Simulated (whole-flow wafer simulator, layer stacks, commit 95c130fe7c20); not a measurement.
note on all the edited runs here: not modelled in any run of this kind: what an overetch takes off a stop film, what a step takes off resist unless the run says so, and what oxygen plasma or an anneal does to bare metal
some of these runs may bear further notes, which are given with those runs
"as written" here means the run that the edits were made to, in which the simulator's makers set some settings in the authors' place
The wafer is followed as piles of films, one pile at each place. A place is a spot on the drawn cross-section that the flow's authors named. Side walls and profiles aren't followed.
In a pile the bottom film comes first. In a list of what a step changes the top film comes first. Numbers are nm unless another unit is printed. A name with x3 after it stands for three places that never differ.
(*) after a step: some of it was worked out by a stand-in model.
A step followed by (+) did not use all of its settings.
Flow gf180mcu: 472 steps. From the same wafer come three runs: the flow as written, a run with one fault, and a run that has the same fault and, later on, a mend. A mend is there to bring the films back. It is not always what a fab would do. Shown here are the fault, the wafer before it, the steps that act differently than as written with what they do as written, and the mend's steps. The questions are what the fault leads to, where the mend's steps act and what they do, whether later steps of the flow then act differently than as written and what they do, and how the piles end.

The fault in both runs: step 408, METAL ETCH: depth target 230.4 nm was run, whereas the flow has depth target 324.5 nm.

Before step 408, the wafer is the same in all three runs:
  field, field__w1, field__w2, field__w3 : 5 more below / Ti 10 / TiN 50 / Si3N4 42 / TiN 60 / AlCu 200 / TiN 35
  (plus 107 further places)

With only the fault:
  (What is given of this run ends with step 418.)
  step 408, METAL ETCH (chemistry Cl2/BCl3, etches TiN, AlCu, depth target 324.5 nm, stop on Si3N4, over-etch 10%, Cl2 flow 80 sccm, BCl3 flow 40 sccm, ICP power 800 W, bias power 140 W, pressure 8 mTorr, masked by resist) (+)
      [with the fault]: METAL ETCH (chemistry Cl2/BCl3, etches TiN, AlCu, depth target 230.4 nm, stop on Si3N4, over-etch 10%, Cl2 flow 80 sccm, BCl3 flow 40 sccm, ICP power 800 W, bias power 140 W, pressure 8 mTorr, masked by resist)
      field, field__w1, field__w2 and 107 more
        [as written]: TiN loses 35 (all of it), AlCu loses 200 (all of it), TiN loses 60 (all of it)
        [with the fault]: TiN loses 35 (all of it), AlCu loses 195.4
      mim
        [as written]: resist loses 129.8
        [with the fault]: resist loses 92.2
  Later steps of the flow acting differently than as written (not shown: 1 more step that differs only slightly, by at most 2% or 0.5 nm, whichever is larger):
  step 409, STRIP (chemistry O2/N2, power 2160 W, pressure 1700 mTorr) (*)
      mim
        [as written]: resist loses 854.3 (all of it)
        [with the fault]: resist loses 892 (all of it)
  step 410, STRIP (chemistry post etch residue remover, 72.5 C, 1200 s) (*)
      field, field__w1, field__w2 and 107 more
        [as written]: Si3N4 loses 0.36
        [with the fault]: AlCu loses 4.6 (all of it), TiN loses 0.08
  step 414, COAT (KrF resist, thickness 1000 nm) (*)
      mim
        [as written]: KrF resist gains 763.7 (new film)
        [with the fault]: KrF resist gains 810.1 (new film)
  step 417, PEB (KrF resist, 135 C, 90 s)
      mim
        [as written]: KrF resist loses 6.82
        [with the fault]: KrF resist loses 7.56
  Once step 418 is done, the piles at field, field__w1, field__w2 and 109 more depart from the flow's by more than 2% or 0.5 nm, whichever is larger.
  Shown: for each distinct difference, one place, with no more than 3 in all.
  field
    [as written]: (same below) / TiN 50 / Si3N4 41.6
    [with the fault]: (same below) / TiN 50 / Si3N4 42 / TiN 59.9
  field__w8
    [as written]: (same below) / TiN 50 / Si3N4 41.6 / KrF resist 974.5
    [with the fault]: (same below) / TiN 50 / Si3N4 42 / TiN 59.9 / KrF resist 974.5
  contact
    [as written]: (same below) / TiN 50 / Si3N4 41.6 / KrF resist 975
    [with the fault]: (same below) / TiN 50 / Si3N4 42 / TiN 59.9 / KrF resist 974.9

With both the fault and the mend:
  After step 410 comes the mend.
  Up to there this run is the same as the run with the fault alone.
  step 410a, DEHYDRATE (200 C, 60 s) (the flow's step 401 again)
      does not change any film at any place that is followed
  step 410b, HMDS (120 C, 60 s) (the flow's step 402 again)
      does not change any film at any place that is followed
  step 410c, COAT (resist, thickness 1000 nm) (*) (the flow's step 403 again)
      field__w8, m1__w1, iso_ptap_pw and 39 more
        resist gains 1000 (new film)
      p_well, sti, spacer, sd_n, mim_1p0, pad, dice_street
        resist gains 1000.5 (new film)
      field, ld_sd_p, ld_gate_p, ld_acc_p, ld_fp_p, ld_drift_p
        resist gains 1001.3 (new film)
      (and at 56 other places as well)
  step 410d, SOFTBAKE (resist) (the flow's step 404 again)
      ld_sd_p, ld_drn_p
        resist loses 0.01
      gate_p_hv, gate_p_hv5
        resist loses 0.08
      npoly_u, ppoly_u
        resist gains 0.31
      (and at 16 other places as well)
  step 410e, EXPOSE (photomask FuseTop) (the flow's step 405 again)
      does not change any film at any place that is followed
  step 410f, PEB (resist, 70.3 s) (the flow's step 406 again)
      field, field__w1, field__w5 and 95 more
        resist loses 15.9
      field__w2, field__w3, field__w12, pplus_u, ppoly_sal, nw_enc_fld_lv__w1, nw_enc_fld_lv__w4
        resist loses 16
      field__w11, field__w13, ppoly_u, npoly_sal
        resist loses 16.2
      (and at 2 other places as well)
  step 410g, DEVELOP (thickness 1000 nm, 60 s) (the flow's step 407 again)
      field__w8, m1__w1, iso_ptap_pw and 39 more
        resist loses 984.1 (all of it)
      p_well, sti, spacer, sd_n, mim_1p0, pad, dice_street
        resist loses 984.6 (all of it)
      field, ld_sd_p, ld_gate_p, ld_acc_p, ld_fp_p, ld_drift_p
        resist loses 985.4 (all of it)
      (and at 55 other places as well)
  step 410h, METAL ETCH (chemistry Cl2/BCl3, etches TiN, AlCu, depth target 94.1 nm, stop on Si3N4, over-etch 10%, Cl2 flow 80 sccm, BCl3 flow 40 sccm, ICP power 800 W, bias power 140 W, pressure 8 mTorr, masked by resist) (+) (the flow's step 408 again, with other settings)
      field, field__w1, field__w2 and 107 more
        TiN loses 59.9 (all of it)
      mim
        resist loses 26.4
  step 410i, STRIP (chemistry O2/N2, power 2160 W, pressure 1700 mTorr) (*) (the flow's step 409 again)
      mim
        resist loses 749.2 (all of it)
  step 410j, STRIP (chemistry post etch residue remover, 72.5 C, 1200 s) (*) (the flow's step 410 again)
      field, field__w1, field__w2 and 107 more
        Si3N4 loses 0.36
      mim
        TiN loses 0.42
  None of the later steps of the flow differs from how it acts as written, at any place that is followed, by more than 2% or 0.5 nm, whichever is larger.
  When the end is reached, the piles differ only a little from the flow's at the places that both follow, at most by 2% or 0.5 nm, whichever is larger.
